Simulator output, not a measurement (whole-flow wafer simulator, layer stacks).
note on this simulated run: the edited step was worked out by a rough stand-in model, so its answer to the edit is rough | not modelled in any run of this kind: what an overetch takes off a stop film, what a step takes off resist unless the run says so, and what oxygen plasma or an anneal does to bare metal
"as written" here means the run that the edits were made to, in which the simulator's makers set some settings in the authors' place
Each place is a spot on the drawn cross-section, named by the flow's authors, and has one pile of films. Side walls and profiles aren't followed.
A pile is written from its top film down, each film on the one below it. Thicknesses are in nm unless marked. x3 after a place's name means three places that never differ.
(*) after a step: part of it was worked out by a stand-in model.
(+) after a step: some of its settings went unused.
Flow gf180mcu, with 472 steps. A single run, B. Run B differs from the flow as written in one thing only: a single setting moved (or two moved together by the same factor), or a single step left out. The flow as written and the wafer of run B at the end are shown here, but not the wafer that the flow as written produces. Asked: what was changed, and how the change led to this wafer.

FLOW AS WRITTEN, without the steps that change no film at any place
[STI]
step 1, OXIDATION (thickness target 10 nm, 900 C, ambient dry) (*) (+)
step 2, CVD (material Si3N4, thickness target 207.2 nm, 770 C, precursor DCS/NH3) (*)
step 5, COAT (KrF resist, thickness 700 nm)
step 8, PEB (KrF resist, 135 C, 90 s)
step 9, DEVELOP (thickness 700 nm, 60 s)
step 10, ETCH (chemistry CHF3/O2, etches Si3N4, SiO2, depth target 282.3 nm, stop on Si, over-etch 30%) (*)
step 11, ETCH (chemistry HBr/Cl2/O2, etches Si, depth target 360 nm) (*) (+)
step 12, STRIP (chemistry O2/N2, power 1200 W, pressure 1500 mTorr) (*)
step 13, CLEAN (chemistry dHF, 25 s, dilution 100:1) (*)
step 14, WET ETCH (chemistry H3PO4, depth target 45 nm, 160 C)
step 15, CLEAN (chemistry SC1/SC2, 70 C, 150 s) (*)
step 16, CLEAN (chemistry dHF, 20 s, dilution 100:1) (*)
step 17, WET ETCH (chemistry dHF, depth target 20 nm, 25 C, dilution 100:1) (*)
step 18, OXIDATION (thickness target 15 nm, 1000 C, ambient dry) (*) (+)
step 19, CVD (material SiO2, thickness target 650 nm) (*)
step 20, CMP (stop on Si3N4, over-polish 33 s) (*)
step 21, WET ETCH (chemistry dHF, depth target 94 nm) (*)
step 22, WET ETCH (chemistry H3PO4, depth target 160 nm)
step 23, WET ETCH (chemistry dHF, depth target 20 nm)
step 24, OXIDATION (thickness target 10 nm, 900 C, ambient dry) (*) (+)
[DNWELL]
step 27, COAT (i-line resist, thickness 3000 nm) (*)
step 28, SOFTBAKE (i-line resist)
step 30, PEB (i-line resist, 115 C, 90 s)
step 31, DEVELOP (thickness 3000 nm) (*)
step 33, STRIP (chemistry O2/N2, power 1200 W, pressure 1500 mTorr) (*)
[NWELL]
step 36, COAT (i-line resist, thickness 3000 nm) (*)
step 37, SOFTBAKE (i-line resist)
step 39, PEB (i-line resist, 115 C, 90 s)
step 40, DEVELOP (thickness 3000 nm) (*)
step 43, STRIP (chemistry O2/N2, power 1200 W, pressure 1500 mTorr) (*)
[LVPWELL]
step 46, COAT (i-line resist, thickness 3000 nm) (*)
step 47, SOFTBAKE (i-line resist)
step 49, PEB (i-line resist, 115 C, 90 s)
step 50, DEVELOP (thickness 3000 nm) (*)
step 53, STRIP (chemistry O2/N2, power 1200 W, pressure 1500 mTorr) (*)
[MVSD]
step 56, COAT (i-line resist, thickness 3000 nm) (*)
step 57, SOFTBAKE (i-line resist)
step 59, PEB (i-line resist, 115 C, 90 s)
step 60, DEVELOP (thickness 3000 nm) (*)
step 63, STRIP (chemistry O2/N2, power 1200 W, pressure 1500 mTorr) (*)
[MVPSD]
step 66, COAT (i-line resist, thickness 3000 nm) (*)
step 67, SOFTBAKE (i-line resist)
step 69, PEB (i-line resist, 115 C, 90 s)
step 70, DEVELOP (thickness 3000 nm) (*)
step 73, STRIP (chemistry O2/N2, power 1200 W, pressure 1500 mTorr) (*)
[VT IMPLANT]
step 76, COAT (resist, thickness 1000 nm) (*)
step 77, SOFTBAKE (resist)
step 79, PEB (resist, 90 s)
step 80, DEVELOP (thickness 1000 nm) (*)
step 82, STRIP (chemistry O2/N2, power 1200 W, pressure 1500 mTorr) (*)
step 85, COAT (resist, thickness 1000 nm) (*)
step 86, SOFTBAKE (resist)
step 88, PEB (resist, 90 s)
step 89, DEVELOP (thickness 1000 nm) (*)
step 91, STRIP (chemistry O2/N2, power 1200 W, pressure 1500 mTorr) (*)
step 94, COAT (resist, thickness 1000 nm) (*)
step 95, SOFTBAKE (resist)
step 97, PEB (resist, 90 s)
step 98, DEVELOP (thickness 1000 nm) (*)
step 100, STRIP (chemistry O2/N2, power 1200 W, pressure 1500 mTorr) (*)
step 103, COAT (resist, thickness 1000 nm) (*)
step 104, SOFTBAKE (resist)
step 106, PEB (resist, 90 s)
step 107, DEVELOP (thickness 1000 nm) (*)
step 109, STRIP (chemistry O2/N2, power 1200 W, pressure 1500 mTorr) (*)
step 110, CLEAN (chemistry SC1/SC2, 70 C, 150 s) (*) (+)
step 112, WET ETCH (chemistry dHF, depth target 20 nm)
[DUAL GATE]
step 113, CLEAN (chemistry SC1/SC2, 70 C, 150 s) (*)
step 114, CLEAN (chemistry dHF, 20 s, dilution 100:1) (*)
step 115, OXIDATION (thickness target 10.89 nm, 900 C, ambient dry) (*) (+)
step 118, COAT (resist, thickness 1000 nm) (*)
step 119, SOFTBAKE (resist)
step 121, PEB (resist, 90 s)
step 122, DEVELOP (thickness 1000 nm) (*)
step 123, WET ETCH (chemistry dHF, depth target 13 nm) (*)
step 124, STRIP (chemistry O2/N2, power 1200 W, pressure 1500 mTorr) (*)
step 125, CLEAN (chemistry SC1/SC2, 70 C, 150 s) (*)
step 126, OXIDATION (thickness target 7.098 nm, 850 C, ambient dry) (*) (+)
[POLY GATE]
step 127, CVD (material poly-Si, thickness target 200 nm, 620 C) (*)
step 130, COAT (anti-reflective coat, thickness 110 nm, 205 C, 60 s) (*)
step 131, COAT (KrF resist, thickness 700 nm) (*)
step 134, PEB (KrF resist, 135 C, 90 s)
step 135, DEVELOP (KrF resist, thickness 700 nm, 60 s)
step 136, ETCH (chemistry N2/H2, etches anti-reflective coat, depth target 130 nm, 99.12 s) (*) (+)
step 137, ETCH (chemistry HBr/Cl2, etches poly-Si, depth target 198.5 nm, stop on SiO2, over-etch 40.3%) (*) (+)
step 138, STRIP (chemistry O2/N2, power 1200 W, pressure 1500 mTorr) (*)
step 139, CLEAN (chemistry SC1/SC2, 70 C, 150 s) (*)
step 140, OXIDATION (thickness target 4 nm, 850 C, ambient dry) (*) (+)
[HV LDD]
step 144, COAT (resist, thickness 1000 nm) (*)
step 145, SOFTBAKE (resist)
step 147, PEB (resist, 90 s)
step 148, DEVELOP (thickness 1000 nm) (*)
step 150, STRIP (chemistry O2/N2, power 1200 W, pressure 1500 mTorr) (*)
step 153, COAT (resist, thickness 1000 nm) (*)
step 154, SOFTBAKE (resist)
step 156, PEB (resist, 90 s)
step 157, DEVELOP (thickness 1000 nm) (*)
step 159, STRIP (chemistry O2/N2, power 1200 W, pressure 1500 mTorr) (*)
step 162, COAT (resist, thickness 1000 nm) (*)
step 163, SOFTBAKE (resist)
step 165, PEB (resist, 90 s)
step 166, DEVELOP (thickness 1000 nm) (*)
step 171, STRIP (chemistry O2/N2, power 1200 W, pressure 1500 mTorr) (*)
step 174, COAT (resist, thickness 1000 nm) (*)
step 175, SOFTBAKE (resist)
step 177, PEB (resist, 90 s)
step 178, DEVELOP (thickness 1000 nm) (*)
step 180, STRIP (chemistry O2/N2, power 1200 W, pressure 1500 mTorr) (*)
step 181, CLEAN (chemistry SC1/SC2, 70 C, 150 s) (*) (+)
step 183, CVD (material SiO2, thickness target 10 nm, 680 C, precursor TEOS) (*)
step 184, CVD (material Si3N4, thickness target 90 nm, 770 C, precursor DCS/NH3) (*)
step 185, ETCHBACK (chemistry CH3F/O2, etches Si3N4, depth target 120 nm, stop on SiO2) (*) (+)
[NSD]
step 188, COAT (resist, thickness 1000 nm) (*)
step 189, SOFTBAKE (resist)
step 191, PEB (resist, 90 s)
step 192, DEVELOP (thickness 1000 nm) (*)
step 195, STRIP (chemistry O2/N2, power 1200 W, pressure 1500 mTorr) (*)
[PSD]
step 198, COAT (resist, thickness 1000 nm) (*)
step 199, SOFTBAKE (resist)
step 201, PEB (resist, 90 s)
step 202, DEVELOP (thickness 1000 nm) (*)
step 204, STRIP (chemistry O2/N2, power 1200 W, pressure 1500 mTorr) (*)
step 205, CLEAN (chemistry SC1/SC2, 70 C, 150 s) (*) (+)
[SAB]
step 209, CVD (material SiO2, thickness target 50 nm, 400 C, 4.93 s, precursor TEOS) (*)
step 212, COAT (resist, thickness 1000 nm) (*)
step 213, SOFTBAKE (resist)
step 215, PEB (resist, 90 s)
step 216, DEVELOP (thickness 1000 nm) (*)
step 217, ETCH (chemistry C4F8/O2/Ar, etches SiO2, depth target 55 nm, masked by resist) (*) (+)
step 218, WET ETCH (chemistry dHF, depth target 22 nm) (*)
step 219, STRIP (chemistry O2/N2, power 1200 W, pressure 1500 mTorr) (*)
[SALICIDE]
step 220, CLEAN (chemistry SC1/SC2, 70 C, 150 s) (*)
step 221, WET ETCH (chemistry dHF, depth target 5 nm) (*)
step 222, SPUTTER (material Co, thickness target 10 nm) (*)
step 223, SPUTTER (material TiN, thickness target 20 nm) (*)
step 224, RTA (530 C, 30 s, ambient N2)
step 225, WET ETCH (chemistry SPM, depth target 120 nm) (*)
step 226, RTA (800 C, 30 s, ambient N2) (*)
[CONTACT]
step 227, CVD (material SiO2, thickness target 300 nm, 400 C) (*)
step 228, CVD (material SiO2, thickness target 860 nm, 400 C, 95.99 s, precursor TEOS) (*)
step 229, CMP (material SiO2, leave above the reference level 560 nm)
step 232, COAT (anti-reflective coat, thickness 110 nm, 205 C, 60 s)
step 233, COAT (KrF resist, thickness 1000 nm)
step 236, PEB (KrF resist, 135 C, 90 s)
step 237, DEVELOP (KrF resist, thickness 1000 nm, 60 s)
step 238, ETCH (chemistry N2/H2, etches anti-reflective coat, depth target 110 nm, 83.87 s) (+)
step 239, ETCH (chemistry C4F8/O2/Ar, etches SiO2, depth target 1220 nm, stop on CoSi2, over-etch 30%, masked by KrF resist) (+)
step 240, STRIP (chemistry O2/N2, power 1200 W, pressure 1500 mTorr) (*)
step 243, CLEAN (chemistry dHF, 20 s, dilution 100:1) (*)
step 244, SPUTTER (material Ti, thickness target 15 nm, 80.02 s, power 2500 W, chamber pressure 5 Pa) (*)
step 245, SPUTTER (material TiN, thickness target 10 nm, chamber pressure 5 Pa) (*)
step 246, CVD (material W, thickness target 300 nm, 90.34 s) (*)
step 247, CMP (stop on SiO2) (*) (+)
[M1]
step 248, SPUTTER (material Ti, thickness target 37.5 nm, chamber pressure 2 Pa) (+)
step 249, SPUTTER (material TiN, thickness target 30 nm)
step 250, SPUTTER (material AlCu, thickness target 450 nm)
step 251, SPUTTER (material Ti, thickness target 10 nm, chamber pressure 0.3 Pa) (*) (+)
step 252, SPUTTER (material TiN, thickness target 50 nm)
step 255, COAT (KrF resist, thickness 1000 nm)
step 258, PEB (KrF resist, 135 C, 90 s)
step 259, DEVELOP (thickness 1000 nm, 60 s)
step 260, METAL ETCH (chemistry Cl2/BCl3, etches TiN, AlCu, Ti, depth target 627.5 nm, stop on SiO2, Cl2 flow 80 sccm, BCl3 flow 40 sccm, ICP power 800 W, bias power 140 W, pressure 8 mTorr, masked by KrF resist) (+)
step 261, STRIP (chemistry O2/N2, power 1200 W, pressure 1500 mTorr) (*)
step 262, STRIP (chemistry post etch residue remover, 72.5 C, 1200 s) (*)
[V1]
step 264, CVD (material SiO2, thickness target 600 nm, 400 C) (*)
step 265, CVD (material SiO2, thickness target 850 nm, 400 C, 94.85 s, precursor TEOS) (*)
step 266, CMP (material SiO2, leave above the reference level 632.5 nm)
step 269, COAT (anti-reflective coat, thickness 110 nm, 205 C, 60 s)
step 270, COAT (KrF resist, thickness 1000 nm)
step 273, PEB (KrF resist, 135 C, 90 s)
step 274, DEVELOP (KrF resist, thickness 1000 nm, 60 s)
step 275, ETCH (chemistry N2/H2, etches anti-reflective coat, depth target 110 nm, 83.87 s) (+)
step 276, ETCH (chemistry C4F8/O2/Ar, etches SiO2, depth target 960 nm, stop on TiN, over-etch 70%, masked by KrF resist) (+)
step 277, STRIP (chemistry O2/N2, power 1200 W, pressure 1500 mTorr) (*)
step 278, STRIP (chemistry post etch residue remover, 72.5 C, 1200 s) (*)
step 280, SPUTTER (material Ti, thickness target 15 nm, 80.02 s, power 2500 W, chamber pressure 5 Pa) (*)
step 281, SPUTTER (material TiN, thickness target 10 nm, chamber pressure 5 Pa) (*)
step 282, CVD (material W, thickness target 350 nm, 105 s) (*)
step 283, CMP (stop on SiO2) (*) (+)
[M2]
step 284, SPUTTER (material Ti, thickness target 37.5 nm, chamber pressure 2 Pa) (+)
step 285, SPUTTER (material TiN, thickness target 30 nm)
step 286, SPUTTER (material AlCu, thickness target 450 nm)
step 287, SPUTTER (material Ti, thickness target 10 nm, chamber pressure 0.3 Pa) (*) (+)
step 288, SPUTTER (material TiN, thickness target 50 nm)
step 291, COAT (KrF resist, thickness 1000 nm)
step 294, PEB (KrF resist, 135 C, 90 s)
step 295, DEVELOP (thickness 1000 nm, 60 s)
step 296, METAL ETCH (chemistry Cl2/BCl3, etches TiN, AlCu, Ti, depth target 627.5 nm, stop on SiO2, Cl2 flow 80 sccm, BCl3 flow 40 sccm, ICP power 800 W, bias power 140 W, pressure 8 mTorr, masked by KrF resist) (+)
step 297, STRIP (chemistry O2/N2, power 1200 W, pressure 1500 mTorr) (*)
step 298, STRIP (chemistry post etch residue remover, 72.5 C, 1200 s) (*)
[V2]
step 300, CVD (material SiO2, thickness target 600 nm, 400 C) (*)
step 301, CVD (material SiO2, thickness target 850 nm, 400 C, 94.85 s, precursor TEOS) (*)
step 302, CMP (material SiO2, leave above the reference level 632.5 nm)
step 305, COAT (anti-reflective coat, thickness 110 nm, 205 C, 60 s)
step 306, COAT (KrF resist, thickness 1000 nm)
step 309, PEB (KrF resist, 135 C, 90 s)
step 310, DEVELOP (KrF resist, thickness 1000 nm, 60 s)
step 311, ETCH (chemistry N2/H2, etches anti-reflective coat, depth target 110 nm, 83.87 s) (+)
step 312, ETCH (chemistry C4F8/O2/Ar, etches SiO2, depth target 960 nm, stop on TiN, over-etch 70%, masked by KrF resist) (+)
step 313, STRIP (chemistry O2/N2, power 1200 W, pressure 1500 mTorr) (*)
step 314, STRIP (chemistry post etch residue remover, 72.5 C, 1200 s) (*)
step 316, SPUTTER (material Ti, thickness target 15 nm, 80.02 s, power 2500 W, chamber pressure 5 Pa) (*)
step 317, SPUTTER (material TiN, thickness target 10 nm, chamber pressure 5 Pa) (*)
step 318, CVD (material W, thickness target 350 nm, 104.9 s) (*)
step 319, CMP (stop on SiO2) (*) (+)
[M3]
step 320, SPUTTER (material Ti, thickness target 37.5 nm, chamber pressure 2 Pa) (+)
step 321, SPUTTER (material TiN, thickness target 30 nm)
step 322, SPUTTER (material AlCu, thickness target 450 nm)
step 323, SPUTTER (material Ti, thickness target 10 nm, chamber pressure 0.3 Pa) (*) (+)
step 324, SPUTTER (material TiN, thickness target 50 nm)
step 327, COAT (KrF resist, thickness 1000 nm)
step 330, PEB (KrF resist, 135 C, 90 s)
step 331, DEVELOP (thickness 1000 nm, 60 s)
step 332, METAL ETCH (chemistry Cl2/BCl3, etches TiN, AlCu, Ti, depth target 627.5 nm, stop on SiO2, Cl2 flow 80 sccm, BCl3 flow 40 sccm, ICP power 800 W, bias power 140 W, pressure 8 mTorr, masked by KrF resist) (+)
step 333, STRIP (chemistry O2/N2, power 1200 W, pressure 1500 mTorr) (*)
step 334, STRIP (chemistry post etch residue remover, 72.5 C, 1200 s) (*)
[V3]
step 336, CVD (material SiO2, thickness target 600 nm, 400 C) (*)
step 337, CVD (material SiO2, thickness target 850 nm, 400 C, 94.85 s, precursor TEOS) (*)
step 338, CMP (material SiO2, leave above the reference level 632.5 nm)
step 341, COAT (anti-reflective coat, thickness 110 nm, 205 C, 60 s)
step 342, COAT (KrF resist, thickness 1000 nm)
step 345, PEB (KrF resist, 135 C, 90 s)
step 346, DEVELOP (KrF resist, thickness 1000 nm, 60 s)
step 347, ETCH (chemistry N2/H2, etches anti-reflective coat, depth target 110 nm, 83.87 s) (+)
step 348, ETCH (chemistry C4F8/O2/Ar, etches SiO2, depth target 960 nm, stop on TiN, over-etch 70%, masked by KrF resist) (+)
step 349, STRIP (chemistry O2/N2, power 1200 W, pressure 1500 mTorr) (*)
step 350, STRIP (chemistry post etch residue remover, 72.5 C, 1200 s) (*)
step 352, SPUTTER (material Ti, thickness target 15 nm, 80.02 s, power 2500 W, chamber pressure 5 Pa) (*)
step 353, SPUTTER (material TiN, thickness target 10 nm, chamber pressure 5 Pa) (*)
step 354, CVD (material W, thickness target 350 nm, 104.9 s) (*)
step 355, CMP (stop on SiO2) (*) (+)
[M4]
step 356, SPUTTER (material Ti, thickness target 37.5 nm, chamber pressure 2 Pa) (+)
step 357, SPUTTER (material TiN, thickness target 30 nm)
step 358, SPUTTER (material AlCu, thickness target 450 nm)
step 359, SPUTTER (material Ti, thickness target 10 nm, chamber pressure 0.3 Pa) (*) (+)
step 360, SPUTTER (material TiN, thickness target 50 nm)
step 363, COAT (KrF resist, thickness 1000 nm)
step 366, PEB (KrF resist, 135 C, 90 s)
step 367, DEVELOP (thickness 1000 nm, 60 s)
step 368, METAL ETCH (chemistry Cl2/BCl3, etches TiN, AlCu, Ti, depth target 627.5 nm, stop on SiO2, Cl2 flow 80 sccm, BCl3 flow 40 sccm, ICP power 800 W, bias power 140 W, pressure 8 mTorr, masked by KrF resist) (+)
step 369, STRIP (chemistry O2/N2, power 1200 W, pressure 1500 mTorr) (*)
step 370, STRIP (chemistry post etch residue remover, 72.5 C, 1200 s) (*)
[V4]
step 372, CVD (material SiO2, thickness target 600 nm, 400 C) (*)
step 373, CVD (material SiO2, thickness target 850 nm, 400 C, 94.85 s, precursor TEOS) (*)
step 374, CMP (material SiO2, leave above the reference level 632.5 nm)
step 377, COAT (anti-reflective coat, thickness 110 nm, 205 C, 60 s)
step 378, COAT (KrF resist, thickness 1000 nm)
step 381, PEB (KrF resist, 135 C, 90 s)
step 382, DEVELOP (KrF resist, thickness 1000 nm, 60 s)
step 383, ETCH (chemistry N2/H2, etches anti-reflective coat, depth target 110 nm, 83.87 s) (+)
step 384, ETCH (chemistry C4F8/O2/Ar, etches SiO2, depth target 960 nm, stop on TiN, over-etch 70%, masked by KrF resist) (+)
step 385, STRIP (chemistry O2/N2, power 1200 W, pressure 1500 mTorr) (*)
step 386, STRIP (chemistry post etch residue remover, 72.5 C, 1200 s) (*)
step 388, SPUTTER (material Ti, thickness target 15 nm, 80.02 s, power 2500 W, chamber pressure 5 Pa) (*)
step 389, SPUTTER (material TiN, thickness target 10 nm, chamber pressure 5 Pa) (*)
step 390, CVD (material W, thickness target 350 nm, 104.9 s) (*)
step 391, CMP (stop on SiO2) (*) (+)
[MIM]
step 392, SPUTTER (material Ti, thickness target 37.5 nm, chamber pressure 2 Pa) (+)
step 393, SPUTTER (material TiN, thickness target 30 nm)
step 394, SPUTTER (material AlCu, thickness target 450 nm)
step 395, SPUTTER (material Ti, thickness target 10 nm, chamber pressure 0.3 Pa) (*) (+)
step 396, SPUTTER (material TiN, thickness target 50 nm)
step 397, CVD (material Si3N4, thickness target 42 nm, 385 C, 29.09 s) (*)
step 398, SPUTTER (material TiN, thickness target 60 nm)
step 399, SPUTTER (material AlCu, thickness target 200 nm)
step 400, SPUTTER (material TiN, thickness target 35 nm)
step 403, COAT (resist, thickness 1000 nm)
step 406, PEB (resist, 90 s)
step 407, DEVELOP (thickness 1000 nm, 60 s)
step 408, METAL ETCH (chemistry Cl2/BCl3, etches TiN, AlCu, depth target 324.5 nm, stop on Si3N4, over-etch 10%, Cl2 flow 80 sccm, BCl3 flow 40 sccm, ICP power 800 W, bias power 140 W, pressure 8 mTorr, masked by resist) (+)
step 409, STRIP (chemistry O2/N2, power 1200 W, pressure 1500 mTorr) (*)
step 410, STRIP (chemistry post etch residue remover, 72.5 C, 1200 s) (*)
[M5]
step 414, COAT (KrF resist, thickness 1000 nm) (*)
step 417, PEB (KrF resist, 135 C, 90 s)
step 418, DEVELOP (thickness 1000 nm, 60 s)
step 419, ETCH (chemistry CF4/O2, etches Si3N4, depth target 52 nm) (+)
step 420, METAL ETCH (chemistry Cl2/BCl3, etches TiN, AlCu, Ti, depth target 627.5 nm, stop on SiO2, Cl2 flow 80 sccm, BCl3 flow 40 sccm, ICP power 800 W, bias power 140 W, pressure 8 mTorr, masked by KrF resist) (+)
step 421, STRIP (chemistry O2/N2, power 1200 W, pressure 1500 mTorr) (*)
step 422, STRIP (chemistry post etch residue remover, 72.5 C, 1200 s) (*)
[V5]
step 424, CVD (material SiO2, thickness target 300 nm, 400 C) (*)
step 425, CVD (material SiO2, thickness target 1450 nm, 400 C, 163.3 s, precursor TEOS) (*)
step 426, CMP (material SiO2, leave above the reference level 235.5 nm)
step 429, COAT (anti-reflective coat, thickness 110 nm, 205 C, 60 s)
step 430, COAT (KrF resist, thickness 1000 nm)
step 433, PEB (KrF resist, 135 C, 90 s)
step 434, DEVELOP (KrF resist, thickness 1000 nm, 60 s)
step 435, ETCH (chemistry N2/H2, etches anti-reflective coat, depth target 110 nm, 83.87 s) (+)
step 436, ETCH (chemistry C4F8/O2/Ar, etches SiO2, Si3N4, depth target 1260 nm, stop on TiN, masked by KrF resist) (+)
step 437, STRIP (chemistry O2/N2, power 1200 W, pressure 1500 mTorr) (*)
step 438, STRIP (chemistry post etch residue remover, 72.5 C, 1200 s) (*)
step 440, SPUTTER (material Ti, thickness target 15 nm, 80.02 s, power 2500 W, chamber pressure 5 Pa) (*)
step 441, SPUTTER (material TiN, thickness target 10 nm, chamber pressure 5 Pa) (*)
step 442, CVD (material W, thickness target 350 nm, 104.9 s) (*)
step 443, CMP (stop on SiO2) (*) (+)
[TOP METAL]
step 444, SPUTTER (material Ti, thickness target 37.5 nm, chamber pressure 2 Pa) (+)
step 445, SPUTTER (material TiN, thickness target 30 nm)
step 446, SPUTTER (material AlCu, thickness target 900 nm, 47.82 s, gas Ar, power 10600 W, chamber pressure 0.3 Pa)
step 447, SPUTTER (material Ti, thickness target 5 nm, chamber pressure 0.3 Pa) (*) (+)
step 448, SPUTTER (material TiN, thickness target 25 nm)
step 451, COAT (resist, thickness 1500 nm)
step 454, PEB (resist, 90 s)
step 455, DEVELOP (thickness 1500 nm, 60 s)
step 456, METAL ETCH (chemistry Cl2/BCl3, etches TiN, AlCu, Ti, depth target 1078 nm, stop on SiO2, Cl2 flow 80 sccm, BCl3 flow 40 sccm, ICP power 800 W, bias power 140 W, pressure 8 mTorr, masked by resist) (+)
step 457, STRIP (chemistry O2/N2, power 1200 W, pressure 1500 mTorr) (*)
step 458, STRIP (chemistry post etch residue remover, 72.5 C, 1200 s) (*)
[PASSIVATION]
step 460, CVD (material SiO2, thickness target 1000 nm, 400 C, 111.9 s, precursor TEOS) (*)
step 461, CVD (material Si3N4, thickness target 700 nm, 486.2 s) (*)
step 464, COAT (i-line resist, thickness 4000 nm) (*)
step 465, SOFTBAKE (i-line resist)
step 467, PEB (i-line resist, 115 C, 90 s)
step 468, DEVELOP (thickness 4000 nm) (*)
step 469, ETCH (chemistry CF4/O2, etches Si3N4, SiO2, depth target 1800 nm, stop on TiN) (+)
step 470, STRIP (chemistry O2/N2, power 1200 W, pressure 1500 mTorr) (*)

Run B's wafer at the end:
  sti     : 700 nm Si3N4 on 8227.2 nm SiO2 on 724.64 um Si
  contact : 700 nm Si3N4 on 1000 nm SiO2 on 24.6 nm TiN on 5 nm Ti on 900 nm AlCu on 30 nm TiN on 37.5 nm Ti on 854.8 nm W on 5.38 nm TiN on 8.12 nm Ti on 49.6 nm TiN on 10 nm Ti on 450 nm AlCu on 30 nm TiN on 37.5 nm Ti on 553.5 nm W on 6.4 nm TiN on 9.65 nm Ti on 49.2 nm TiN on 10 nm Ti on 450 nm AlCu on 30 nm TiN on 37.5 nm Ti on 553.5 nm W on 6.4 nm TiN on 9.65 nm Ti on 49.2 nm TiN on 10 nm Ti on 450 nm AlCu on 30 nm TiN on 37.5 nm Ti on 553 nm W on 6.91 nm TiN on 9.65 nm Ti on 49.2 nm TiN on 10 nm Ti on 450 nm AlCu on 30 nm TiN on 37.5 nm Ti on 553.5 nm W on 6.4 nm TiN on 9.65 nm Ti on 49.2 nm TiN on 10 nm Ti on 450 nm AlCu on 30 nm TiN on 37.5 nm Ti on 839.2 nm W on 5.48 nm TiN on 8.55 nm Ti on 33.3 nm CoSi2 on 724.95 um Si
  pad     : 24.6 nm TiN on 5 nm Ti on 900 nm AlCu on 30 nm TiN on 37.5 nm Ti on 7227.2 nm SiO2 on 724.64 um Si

Cause: step 317, SPUTTER: thickness target 10.8 nm was run, whereas the flow has thickness target 10 nm.

Step by step, how the change led to this:
  step 317, SPUTTER (material TiN, thickness target 10 nm, chamber pressure 5 Pa) (*)
      field, field__w1, field__w2 and 107 more: TiN gains 10.8 (new film) (in the flow as written it would be: TiN gains 10 (new film))
      contact: TiN gains 6.91 (new film) (in the flow as written it would be: TiN gains 6.4 (new film))
  step 319, CMP (stop on SiO2) (*) (+)
      field, field__w1, field__w2 and 107 more: W loses 350 (all of it), TiN loses 10.8 (all of it), Ti loses 15 (all of it), SiO2 loses 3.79 (in the flow as written it would be: W loses 350 (all of it), TiN loses 10 (all of it), Ti loses 15 (all of it), SiO2 loses 3.78)
